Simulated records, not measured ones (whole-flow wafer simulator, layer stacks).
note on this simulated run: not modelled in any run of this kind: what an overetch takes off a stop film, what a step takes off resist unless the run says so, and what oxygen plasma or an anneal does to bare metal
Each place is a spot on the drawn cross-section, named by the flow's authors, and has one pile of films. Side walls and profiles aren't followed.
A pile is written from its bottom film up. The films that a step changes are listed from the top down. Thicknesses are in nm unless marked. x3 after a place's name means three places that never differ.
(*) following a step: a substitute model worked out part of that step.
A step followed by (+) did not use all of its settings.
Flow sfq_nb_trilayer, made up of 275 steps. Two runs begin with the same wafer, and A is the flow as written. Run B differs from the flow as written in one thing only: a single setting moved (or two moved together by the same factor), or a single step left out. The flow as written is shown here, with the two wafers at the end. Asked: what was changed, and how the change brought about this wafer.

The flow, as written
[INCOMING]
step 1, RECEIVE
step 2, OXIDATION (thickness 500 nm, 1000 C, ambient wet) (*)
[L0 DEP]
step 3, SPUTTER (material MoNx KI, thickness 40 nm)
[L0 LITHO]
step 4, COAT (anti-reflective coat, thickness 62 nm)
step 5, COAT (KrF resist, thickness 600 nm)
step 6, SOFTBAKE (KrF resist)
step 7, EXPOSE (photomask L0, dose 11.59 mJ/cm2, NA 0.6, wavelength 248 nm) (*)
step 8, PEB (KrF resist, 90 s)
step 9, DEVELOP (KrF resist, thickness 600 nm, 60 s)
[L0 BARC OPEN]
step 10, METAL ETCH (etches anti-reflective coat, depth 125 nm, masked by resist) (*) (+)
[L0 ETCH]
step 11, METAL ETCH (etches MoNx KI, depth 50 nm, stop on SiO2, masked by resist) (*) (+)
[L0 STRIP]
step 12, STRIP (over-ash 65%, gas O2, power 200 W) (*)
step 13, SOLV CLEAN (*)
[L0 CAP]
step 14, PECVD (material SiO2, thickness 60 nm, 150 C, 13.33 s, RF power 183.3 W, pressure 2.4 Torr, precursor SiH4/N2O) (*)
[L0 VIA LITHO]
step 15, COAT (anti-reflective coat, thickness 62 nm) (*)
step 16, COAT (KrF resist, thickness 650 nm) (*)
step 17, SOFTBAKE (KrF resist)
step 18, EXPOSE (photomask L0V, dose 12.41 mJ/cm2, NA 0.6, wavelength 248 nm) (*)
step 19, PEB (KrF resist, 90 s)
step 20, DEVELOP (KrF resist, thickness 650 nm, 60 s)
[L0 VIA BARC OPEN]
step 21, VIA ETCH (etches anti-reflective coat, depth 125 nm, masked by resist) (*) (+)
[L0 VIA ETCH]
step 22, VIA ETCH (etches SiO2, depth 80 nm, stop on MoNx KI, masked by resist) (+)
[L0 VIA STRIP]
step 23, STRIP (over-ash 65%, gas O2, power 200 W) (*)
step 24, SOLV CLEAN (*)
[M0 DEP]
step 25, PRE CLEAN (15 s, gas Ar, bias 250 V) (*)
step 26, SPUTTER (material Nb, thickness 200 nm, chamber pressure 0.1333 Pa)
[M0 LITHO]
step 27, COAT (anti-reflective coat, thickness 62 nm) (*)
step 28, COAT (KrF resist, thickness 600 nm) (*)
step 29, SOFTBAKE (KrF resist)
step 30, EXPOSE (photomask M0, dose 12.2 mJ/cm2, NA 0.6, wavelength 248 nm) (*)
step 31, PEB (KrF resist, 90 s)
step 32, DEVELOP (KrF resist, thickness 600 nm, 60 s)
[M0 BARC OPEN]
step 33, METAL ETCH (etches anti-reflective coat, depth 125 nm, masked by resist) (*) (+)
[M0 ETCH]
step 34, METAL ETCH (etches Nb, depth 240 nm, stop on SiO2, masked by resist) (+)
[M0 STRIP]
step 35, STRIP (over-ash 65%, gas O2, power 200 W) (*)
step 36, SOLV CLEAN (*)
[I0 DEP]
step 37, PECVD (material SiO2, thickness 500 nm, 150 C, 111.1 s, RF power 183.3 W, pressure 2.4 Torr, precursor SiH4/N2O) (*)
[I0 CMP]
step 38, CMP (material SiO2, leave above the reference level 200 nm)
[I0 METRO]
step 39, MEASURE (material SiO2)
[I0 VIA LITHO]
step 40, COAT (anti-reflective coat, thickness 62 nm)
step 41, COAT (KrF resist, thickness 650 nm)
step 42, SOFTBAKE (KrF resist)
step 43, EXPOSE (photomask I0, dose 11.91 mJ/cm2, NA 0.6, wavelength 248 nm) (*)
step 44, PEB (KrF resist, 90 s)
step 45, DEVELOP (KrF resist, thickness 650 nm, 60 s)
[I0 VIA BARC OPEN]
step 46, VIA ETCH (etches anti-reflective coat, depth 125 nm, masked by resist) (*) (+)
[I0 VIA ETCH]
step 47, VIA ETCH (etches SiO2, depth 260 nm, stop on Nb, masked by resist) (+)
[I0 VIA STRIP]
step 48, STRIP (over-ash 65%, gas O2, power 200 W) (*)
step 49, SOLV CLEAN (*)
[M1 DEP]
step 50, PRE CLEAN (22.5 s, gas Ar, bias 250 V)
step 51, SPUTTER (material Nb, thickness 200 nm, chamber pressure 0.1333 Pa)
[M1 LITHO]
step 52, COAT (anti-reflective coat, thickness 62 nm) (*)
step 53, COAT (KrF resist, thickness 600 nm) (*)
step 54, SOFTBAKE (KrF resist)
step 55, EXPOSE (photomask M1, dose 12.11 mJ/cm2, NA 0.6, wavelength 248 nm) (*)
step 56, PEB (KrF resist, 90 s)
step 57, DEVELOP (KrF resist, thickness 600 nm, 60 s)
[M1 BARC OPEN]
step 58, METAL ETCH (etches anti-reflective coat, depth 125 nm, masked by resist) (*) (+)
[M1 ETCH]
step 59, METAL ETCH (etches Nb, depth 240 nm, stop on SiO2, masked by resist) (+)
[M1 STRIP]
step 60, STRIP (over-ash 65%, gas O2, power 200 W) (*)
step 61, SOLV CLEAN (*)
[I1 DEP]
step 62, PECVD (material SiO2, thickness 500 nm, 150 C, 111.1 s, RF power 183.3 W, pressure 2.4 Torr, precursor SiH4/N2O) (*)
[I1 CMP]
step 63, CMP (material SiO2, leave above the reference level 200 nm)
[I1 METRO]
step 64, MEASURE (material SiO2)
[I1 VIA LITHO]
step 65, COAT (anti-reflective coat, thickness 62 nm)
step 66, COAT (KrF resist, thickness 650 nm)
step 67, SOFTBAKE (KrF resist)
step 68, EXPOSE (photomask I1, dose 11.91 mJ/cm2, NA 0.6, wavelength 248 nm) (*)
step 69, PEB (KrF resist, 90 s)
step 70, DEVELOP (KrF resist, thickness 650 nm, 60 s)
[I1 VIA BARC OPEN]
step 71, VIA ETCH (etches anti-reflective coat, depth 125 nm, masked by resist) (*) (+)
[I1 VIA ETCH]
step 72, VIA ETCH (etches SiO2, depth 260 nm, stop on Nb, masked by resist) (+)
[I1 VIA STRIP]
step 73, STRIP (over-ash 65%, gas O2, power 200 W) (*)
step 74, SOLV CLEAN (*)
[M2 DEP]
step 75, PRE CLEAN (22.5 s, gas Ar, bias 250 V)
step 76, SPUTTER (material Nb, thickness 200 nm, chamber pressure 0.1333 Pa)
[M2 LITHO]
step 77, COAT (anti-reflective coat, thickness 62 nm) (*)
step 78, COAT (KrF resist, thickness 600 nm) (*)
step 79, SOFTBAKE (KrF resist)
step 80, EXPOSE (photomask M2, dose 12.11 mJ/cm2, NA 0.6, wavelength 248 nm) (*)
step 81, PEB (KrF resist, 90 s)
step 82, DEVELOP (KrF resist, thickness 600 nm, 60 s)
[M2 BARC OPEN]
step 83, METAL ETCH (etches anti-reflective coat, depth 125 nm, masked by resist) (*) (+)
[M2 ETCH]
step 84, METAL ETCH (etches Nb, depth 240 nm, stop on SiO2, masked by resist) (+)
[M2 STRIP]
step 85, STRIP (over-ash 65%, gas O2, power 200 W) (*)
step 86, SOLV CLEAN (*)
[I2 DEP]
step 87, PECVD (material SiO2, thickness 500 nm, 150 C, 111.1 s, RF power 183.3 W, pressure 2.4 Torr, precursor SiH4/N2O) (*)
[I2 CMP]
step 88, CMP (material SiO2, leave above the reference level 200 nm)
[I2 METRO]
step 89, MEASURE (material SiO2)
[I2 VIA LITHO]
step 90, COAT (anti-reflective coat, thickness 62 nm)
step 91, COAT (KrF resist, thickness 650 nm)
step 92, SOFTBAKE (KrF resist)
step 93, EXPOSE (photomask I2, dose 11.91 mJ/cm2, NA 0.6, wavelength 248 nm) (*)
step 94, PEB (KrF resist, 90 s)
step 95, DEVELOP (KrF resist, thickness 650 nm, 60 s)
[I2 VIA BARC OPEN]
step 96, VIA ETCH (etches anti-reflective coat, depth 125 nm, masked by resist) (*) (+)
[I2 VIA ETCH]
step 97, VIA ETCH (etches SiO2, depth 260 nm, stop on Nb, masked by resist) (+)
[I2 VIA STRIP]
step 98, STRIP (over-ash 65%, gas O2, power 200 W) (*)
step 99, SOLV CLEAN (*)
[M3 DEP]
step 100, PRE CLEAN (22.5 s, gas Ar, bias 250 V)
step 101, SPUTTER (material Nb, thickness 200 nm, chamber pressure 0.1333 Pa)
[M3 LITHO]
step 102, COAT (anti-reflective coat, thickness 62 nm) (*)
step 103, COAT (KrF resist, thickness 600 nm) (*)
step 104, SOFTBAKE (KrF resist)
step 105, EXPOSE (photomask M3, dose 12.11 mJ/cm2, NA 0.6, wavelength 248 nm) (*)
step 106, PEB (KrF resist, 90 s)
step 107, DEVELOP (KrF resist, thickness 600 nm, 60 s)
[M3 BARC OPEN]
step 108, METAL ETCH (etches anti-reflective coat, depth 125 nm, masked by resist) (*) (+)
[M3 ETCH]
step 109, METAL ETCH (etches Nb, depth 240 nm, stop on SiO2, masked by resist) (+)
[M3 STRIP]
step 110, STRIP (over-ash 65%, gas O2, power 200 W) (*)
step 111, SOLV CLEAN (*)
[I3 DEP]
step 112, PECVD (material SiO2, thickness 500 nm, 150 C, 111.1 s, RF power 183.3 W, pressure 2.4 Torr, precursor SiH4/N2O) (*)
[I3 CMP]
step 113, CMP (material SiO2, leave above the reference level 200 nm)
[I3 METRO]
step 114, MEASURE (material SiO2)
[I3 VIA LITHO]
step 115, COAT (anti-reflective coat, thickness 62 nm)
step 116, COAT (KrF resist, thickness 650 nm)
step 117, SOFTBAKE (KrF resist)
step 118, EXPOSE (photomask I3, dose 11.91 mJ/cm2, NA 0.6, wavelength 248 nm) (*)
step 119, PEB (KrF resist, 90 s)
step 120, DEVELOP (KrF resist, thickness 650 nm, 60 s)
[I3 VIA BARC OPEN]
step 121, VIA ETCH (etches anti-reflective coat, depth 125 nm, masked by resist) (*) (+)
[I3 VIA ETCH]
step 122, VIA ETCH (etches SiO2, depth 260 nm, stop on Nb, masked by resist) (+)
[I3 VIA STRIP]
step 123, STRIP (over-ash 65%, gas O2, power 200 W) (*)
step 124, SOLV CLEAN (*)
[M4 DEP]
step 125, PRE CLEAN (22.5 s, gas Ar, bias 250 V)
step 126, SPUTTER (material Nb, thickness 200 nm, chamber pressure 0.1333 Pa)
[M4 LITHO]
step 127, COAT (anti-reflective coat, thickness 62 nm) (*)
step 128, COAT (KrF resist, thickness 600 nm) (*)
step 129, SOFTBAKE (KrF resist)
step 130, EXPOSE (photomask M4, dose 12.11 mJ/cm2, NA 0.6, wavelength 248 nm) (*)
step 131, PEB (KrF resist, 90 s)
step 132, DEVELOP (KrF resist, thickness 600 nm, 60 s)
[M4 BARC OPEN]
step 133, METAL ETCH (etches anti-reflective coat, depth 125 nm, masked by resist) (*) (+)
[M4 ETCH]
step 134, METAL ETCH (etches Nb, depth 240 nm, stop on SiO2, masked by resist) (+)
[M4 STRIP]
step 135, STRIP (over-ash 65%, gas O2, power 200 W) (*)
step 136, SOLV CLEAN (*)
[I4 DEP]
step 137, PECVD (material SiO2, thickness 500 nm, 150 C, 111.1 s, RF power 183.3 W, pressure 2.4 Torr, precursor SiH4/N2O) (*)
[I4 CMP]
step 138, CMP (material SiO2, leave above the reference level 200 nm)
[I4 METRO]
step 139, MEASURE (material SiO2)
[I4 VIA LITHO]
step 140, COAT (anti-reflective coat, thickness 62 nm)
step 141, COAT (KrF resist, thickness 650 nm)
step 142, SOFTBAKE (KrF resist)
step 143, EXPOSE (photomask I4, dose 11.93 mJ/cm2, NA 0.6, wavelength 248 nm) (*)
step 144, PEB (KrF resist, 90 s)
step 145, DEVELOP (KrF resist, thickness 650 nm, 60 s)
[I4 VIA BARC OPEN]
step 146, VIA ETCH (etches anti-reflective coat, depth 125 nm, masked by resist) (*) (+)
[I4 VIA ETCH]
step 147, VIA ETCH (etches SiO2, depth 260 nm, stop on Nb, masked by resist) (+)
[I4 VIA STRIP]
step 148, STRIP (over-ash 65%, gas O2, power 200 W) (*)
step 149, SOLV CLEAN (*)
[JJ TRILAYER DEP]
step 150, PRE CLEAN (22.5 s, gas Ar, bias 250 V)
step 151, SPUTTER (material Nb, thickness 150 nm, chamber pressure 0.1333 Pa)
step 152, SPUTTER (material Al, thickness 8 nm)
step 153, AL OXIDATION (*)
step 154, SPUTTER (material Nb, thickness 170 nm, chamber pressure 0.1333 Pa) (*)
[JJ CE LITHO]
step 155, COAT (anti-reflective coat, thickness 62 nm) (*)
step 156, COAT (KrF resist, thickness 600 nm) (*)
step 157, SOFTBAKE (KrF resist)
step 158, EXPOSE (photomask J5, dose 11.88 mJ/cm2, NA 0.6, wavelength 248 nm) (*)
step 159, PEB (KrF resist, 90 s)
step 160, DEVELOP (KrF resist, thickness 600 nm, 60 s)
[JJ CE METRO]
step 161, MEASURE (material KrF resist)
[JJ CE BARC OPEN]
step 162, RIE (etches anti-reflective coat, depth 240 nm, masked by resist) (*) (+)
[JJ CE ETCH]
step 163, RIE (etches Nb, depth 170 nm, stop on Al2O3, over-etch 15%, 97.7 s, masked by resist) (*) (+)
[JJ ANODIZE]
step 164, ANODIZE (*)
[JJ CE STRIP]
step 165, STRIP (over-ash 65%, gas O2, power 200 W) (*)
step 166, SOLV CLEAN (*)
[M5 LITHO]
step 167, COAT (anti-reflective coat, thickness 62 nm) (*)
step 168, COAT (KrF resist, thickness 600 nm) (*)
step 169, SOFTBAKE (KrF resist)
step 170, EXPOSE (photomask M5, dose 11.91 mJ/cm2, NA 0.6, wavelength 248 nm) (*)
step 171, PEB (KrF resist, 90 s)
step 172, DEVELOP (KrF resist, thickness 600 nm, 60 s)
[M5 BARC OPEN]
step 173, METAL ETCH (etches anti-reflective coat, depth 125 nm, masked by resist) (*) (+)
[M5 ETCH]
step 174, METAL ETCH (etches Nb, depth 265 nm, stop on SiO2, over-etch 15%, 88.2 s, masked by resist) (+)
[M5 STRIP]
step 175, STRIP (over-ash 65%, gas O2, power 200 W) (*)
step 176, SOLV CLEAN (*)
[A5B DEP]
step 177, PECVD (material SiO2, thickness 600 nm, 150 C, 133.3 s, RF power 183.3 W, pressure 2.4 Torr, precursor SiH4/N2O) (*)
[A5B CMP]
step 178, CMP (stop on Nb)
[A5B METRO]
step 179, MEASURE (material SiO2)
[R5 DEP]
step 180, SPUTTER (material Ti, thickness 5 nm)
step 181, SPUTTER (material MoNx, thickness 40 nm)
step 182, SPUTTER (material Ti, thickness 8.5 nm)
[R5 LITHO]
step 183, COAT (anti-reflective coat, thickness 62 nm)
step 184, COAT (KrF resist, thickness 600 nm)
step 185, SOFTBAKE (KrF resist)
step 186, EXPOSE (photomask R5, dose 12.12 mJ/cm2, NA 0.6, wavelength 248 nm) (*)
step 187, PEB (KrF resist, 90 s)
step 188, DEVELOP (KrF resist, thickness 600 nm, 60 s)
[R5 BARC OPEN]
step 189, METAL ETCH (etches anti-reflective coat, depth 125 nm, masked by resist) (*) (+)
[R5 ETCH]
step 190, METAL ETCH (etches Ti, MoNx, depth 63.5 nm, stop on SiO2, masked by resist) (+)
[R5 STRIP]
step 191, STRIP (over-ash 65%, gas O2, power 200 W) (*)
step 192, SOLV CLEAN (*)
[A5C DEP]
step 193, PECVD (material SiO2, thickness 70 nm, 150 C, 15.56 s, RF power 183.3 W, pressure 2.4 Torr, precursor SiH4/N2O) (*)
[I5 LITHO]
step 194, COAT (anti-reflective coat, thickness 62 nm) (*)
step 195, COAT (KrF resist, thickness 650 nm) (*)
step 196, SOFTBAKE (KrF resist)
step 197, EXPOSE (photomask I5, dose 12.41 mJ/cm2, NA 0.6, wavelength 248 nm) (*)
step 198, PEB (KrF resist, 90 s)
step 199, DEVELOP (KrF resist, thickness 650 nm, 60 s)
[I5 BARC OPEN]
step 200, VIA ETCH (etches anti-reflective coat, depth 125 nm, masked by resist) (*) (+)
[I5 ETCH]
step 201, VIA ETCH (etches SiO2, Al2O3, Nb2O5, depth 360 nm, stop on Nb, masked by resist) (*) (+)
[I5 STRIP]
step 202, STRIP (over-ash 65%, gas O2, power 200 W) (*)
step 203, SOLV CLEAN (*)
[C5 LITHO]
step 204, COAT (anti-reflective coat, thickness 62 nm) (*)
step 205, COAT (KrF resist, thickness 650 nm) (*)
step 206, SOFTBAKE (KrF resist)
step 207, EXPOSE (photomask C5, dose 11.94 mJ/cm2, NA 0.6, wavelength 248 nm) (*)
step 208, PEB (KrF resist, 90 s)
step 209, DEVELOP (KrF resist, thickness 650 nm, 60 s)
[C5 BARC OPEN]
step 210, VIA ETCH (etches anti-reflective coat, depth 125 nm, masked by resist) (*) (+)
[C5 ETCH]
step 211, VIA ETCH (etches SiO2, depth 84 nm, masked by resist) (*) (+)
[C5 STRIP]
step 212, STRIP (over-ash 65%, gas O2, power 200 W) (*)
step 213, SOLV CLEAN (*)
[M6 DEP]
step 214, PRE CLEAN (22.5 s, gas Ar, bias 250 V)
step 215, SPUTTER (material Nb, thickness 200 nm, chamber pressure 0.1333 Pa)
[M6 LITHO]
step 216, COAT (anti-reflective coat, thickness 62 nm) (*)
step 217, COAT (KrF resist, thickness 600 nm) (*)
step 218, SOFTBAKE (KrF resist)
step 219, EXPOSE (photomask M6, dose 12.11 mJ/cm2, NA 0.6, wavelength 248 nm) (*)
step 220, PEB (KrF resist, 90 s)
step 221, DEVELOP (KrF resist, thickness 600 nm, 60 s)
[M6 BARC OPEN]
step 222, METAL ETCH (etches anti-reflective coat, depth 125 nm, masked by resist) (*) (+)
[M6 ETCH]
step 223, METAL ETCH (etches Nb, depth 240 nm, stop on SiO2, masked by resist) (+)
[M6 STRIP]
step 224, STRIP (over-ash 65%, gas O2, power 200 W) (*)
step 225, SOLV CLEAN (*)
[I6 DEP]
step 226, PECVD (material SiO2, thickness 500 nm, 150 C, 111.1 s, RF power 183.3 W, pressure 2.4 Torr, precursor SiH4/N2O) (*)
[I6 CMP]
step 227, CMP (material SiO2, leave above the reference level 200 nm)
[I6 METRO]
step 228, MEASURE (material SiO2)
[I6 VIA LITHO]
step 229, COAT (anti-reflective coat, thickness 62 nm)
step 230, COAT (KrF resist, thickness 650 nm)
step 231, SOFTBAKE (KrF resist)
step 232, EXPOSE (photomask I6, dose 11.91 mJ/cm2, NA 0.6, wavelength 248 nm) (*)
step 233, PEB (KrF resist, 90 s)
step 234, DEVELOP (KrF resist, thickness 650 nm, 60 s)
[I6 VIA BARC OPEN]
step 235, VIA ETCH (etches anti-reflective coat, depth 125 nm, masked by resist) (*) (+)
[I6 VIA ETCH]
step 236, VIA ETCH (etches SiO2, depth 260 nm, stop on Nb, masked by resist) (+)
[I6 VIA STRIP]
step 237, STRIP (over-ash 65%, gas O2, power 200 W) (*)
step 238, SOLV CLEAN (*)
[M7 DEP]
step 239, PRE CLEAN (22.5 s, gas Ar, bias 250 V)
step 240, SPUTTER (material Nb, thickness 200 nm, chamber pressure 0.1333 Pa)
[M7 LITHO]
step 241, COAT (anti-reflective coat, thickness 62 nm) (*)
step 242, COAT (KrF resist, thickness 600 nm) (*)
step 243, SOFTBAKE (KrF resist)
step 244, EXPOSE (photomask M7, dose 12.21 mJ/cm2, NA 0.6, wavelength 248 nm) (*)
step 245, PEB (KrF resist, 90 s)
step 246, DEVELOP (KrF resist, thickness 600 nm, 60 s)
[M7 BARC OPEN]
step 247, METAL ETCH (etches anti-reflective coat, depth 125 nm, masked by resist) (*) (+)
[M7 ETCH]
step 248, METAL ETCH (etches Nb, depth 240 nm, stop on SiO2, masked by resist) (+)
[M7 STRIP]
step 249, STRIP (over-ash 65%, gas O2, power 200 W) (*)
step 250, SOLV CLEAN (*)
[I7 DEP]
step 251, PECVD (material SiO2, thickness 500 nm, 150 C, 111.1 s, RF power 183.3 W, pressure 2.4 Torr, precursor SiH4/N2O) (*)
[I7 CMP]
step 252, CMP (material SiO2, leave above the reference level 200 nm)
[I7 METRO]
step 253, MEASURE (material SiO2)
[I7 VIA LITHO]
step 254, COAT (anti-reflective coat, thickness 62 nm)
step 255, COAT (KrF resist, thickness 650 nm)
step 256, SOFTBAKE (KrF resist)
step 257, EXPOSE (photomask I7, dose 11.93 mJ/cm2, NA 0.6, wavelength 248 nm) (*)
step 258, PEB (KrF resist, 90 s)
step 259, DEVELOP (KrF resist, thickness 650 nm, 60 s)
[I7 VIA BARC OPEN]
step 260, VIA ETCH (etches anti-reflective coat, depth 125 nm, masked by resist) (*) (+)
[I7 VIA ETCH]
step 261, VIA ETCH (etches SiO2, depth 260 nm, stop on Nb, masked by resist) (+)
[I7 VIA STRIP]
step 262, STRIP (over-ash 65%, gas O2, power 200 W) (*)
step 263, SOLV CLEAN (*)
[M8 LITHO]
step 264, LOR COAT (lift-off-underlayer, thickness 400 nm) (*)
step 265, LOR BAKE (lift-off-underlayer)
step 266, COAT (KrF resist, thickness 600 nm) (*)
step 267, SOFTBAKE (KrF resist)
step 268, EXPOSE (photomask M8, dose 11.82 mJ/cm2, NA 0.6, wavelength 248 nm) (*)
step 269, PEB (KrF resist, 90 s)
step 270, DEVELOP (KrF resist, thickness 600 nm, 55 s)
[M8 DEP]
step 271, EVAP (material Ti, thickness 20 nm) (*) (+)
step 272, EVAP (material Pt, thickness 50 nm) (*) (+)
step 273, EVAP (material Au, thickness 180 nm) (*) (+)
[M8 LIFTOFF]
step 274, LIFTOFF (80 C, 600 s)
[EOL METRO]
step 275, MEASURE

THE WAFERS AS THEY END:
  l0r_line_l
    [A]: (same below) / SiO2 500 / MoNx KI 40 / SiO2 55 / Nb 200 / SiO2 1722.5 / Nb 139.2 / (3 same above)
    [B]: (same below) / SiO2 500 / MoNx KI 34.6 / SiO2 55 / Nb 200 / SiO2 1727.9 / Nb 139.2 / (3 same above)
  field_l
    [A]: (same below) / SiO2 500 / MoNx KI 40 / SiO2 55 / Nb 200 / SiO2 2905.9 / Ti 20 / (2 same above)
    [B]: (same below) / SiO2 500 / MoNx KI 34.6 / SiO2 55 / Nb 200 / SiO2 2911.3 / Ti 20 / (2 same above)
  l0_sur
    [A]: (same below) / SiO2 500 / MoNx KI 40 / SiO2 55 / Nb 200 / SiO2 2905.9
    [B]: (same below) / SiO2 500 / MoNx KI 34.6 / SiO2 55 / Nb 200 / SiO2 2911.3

The reason: step 3, SPUTTER: thickness 34.6 nm was run, while the flow as written has thickness 40 nm.
The wafer lets one read it off: l0r_line_l has MoNx KI 34.6, and step 3 as written asks for 40 nm.

The path from the change to this, step by step:
  step 3, SPUTTER (material MoNx KI, thickness 40 nm)
      field_l, v_sur, via_wl and 103 more: A MoNx KI gains 40 (new film) | B MoNx KI gains 34.6 (new film)
  step 11, METAL ETCH (etches MoNx KI, depth 50 nm, stop on SiO2, masked by resist) (*) (+)
      v_sur, via_wl, via_w and 97 more: A MoNx KI loses 40 (all of it) | B MoNx KI loses 34.6 (all of it)
  step 15, COAT (anti-reflective coat, thickness 62 nm) (*)
      l0r_space_c: A anti-reflective coat gains 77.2 (new film) | B anti-reflective coat gains 75.2 (new film)
  step 23, STRIP (over-ash 65%, gas O2, power 200 W) (*)
      l0r_space_c: A KrF resist loses 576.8 (all of it), anti-reflective coat loses 77.2 (all of it) | B KrF resist loses 574.4 (all of it), anti-reflective coat loses 75.2 (all of it)
  step 27, COAT (anti-reflective coat, thickness 62 nm) (*)
      l0r_space_c: A anti-reflective coat gains 78 (new film) | B anti-reflective coat gains 75.7 (new film)
  step 35, STRIP (over-ash 65%, gas O2, power 200 W) (*)
      l0r_space_c: A KrF resist loses 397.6 (all of it), anti-reflective coat loses 78 (all of it) | B KrF resist loses 395.5 (all of it), anti-reflective coat loses 75.7 (all of it)
